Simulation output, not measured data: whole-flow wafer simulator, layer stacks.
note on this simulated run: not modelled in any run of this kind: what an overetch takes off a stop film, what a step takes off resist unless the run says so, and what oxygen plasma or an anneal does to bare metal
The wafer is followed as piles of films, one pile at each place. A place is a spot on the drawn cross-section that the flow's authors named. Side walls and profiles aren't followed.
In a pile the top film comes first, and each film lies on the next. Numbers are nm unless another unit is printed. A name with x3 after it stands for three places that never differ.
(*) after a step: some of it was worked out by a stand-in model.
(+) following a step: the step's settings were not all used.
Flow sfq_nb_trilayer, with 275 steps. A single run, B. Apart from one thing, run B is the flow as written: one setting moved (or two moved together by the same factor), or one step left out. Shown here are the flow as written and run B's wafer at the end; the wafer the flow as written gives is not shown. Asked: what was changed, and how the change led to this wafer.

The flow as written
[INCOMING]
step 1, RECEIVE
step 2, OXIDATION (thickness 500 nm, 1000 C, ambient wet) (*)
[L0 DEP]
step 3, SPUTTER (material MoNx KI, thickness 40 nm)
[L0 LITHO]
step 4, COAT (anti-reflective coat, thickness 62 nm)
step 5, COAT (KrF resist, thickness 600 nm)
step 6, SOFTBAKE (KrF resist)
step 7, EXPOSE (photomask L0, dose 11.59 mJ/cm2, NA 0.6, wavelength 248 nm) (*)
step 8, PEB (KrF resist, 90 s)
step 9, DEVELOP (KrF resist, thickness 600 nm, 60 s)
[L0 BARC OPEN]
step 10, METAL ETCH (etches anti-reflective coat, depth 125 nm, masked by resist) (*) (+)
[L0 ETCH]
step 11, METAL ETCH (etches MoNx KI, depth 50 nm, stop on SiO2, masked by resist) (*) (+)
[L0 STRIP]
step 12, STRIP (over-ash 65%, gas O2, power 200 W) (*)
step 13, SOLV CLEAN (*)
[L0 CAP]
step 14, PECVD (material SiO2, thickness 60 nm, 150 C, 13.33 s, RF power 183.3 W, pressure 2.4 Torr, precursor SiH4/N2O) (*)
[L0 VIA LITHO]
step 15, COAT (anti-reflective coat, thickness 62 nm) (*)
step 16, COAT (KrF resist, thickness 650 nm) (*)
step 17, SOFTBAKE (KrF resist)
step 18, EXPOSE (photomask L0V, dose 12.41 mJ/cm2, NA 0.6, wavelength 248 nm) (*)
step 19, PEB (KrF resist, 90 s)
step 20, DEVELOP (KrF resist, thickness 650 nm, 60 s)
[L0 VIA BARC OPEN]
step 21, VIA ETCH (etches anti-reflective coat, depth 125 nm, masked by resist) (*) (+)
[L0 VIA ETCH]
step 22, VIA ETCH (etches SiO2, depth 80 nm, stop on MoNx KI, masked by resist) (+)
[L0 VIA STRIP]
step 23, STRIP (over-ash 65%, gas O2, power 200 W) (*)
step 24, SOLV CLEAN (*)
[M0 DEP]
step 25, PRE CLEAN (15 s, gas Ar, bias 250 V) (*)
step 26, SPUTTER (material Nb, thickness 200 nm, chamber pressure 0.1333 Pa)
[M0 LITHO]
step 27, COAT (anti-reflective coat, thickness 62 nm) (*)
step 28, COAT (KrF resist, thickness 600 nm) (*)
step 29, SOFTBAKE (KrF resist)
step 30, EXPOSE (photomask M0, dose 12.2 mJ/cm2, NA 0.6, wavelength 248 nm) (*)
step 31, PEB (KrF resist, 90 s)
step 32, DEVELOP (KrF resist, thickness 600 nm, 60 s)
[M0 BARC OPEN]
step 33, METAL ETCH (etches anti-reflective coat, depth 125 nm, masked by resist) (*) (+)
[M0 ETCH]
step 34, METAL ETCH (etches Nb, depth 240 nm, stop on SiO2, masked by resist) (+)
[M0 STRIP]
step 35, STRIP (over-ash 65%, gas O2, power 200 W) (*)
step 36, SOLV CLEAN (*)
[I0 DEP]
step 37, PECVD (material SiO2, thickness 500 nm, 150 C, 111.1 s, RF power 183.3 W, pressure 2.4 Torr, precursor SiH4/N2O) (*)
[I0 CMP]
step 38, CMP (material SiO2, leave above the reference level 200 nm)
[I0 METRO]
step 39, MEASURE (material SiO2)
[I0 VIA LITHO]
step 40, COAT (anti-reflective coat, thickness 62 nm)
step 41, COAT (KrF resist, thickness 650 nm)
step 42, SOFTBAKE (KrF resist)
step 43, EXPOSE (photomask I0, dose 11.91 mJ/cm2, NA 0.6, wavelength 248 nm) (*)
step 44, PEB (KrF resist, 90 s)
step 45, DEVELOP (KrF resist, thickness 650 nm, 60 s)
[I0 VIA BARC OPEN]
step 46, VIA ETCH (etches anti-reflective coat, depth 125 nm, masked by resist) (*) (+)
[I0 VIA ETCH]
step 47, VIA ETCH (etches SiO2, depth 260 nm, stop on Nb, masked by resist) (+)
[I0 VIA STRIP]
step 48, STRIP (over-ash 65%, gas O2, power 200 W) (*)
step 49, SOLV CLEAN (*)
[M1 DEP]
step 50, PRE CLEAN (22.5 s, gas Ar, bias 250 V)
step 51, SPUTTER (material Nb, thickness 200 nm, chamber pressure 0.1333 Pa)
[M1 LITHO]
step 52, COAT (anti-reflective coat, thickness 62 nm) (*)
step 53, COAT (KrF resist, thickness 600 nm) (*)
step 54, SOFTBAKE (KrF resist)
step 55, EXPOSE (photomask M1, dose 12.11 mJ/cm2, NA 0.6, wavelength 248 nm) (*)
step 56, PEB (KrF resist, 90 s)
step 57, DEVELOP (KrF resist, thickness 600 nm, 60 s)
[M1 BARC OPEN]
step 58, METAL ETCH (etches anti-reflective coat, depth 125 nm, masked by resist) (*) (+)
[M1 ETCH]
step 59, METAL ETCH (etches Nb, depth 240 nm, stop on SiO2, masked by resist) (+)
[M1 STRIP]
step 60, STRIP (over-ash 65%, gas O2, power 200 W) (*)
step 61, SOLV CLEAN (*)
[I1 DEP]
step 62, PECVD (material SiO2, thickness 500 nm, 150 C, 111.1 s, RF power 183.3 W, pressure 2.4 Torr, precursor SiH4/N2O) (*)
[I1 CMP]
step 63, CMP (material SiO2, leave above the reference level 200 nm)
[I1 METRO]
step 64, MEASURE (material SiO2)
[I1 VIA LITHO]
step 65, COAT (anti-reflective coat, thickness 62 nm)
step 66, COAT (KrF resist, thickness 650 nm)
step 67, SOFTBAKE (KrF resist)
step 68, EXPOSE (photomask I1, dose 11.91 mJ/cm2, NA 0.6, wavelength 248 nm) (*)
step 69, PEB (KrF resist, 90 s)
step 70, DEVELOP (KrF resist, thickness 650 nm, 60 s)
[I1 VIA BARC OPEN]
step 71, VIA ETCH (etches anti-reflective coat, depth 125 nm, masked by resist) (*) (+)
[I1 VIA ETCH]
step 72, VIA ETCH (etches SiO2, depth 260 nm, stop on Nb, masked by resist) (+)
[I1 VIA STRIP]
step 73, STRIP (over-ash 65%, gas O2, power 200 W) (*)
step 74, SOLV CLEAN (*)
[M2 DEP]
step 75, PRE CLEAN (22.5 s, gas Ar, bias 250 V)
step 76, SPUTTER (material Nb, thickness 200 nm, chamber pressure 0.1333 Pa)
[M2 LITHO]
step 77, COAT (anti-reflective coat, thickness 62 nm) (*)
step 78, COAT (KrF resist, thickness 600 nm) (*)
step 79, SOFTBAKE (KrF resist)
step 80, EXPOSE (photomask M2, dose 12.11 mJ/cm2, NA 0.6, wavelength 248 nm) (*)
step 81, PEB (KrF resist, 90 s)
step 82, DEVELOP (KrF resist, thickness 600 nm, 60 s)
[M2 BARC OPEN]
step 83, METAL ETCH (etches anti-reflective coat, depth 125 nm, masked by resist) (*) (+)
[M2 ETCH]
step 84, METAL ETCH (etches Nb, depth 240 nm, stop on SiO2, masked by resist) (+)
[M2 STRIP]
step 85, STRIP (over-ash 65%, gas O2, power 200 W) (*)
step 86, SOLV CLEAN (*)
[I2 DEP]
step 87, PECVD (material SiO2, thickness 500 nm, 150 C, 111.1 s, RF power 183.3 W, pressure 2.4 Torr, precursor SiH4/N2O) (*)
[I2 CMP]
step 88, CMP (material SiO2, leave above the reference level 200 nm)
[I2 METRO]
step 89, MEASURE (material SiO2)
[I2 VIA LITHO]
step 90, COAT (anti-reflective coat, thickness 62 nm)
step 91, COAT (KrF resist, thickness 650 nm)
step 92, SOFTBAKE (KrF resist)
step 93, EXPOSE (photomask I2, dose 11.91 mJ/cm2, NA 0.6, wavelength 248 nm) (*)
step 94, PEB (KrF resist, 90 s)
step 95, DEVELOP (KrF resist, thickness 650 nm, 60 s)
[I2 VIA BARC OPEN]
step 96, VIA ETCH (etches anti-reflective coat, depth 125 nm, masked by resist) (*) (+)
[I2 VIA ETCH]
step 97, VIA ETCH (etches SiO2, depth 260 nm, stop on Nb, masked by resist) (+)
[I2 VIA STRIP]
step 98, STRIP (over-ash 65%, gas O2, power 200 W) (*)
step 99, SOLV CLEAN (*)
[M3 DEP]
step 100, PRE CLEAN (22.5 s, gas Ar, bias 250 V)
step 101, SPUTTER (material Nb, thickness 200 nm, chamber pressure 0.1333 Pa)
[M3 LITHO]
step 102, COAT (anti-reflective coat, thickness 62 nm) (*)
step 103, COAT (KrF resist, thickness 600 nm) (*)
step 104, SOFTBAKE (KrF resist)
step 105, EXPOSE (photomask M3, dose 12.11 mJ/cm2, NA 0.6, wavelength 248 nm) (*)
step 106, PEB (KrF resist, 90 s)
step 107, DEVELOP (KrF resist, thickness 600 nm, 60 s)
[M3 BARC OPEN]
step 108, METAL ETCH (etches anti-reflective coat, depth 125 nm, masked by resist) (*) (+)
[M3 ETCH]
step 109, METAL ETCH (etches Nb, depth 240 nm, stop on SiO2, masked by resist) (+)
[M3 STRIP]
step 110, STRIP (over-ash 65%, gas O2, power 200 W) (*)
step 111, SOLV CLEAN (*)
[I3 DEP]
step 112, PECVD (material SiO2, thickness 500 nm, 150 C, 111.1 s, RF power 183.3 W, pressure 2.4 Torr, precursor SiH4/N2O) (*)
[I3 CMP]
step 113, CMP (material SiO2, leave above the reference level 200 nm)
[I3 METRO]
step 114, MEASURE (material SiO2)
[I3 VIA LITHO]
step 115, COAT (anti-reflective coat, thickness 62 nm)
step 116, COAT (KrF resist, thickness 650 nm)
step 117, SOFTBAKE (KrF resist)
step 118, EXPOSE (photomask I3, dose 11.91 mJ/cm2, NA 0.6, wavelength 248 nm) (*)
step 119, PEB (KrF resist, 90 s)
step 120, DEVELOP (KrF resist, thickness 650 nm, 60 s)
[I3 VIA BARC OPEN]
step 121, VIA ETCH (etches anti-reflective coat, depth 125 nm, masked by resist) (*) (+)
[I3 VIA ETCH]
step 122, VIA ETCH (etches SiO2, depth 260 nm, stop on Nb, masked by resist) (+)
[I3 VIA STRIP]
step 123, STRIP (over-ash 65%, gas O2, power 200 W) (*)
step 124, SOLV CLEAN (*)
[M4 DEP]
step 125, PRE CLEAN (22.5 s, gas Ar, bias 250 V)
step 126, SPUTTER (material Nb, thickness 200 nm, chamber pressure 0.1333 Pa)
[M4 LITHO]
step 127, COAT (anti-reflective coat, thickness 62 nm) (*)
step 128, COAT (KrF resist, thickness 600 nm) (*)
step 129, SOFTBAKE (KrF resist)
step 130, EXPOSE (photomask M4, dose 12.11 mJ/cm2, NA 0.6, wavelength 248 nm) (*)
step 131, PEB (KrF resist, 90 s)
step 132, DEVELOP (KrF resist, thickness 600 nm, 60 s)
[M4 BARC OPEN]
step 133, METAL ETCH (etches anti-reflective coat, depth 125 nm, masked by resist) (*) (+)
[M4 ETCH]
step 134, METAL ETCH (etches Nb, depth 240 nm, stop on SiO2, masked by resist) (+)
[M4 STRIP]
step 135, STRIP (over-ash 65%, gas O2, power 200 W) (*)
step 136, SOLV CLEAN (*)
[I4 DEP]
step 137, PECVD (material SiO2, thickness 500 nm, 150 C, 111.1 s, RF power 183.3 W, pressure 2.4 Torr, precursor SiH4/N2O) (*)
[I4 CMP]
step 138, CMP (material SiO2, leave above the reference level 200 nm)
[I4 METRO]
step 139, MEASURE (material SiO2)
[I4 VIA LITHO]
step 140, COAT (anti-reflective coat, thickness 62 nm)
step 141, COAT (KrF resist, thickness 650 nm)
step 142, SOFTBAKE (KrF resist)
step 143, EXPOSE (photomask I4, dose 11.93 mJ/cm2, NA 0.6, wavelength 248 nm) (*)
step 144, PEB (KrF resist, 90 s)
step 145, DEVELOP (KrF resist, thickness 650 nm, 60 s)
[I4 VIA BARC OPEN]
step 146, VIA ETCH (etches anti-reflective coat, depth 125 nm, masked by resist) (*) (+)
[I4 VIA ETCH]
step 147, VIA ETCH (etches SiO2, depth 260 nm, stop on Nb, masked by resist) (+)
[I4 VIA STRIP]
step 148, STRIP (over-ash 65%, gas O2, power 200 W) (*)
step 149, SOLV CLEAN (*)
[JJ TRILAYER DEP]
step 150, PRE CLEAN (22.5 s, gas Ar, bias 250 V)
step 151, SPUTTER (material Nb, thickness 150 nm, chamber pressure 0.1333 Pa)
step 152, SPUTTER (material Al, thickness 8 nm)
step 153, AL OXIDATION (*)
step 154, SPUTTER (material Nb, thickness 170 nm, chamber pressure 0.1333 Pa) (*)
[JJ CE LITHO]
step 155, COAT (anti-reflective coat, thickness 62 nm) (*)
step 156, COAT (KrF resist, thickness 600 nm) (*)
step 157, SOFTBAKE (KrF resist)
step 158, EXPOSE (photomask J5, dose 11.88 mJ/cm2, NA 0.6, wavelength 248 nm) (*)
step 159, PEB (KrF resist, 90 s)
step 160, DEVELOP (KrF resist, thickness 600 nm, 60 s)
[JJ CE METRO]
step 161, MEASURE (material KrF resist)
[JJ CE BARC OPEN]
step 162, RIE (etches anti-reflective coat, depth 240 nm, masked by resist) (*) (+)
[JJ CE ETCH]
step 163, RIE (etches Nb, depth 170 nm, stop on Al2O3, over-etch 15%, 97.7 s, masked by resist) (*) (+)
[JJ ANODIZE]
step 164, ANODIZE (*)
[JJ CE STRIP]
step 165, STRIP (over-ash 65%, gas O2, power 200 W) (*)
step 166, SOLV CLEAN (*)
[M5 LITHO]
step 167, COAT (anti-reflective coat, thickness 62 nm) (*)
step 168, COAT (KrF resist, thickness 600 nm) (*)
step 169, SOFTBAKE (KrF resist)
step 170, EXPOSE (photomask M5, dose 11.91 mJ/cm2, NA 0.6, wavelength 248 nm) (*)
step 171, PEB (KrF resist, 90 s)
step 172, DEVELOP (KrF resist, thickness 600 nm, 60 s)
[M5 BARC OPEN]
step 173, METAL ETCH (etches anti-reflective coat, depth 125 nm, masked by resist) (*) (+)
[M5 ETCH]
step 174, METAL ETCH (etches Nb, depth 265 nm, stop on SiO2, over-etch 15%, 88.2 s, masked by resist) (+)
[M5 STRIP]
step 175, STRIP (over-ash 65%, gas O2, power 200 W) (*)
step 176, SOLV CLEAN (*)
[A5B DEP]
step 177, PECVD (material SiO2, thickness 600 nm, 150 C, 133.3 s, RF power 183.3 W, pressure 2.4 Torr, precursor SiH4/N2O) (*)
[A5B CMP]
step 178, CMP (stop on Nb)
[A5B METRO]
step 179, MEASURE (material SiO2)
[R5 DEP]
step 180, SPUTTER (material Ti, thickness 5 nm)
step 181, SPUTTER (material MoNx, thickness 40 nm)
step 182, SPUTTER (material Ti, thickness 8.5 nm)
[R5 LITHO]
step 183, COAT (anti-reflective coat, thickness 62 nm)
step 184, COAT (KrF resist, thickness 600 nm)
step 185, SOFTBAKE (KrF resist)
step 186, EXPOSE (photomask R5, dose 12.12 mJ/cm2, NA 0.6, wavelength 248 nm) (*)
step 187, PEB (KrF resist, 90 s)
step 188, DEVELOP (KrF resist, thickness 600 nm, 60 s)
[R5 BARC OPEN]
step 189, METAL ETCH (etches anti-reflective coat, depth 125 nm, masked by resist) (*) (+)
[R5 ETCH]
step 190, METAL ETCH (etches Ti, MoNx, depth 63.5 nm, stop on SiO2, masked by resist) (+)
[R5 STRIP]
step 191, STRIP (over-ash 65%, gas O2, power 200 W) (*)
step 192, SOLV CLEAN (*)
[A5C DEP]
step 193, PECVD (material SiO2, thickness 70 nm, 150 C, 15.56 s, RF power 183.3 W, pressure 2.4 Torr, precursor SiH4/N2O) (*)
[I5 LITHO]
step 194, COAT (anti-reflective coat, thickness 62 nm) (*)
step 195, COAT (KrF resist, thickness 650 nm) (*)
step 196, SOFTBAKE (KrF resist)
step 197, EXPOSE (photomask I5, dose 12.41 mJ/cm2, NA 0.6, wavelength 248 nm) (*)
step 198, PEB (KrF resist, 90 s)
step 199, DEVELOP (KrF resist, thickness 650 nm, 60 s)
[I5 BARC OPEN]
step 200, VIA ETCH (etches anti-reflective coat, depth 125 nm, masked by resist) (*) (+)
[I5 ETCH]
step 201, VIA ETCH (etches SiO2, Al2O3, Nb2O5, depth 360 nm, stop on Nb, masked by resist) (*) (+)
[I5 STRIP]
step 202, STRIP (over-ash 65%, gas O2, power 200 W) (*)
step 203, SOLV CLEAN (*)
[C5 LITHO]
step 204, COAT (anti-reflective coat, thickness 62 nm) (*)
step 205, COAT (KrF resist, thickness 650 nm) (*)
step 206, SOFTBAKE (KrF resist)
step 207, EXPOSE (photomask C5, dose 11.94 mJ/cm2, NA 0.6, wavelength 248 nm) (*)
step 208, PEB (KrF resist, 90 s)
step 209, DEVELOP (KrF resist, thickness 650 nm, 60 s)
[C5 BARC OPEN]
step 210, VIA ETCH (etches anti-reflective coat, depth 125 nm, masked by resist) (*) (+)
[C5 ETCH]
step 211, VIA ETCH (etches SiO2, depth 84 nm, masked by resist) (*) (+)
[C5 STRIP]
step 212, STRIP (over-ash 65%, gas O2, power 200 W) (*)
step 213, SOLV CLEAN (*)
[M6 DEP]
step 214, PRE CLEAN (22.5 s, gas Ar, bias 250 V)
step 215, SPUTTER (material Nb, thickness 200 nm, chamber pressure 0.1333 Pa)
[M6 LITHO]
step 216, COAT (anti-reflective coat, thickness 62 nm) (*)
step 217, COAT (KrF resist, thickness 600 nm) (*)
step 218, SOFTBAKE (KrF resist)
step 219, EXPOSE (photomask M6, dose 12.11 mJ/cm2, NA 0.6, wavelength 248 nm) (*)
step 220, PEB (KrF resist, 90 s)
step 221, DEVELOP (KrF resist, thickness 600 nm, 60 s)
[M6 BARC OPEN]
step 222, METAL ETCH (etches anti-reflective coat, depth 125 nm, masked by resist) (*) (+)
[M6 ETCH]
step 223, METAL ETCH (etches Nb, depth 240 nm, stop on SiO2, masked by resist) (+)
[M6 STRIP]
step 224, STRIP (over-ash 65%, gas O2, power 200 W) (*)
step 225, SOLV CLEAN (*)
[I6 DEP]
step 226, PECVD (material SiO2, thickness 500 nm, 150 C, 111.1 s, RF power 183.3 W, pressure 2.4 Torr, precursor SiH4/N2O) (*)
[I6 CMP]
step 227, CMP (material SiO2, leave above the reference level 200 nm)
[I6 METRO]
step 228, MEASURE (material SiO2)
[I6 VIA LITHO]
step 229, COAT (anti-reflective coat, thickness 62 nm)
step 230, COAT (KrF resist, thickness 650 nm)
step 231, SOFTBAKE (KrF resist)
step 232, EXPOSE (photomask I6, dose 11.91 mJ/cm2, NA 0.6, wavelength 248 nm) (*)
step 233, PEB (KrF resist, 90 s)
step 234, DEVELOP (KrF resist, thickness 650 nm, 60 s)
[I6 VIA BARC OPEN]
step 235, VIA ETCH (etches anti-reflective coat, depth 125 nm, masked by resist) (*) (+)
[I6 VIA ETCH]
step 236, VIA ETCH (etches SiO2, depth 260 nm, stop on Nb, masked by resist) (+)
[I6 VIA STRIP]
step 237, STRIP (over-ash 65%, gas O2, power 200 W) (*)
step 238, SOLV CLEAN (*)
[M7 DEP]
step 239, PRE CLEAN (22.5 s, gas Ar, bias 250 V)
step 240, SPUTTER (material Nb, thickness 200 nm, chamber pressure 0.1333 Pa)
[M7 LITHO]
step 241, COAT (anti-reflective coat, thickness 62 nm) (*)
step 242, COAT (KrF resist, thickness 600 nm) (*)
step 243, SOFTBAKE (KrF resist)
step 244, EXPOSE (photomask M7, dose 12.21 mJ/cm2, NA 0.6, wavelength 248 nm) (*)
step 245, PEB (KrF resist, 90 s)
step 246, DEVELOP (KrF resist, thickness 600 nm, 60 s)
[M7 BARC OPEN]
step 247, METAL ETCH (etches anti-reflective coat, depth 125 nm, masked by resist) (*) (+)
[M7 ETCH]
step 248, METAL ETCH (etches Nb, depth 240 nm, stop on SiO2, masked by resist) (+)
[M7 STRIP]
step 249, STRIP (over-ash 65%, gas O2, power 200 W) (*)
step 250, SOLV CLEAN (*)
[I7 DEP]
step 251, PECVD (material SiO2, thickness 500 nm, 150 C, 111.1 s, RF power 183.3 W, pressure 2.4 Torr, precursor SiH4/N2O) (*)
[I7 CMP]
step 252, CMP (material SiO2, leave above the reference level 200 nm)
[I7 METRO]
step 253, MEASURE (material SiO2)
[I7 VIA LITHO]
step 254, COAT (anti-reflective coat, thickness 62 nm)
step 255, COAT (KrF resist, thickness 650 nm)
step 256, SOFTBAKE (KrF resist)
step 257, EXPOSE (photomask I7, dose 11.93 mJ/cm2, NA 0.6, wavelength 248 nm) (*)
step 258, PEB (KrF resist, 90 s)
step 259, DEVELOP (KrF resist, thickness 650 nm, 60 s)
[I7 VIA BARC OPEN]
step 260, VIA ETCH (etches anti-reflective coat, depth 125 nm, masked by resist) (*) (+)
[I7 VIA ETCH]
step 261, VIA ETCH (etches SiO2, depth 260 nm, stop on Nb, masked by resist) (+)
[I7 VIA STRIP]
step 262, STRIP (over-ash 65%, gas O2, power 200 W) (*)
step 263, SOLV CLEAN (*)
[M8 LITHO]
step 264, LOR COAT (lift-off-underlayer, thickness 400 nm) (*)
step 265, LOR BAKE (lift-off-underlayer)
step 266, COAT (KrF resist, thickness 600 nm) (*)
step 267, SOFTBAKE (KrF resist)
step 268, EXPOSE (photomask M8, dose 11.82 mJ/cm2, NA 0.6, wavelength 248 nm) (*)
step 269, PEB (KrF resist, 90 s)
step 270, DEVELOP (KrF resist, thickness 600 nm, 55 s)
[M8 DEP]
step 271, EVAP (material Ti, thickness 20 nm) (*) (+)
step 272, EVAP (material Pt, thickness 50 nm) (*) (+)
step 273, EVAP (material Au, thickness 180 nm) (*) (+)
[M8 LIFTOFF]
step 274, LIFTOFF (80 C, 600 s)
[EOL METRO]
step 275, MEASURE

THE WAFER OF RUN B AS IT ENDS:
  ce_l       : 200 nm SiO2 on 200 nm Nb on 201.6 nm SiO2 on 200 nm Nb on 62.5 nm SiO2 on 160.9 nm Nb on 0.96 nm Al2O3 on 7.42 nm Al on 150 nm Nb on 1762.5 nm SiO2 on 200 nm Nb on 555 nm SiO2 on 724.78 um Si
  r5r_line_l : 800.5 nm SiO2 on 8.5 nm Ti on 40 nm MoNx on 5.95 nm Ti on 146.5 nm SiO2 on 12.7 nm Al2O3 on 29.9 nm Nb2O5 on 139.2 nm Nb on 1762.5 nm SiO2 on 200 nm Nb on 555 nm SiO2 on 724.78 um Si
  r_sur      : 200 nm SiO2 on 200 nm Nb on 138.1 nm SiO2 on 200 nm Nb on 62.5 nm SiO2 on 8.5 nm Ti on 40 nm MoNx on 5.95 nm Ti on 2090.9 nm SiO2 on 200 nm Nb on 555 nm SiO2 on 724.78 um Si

The reason: step 180, SPUTTER: thickness 5.95 nm was run, while the flow as written has thickness 5 nm.
The wafer lets one read it off: r5r_line_l has Ti 5.95, and step 180 as written asks for 5 nm.

How this came from the change, step by step:
  step 180, SPUTTER (material Ti, thickness 5 nm)
      field_l, v_sur, via_wl and 103 more: +5.95 Ti (new film) (in the flow as written it would be: +5 Ti (new film))
  step 190, METAL ETCH (etches Ti, MoNx, depth 63.5 nm, stop on SiO2, masked by resist) (+)
      field_l, v_sur, via_wl and 92 more: -8.5 Ti (all of it), -40 MoNx (all of it), -5.95 Ti (all of it) (in the flow as written it would be: -8.5 Ti (all of it), -40 MoNx (all of it), -5 Ti (all of it))
      ce_l, c5j, ce_r, wl_jj: -8.5 Ti (all of it), -40 MoNx (all of it), -5.95 Ti (all of it), -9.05 Nb (in the flow as written it would be: -8.5 Ti (all of it), -40 MoNx (all of it), -5 Ti (all of it), -10 Nb)
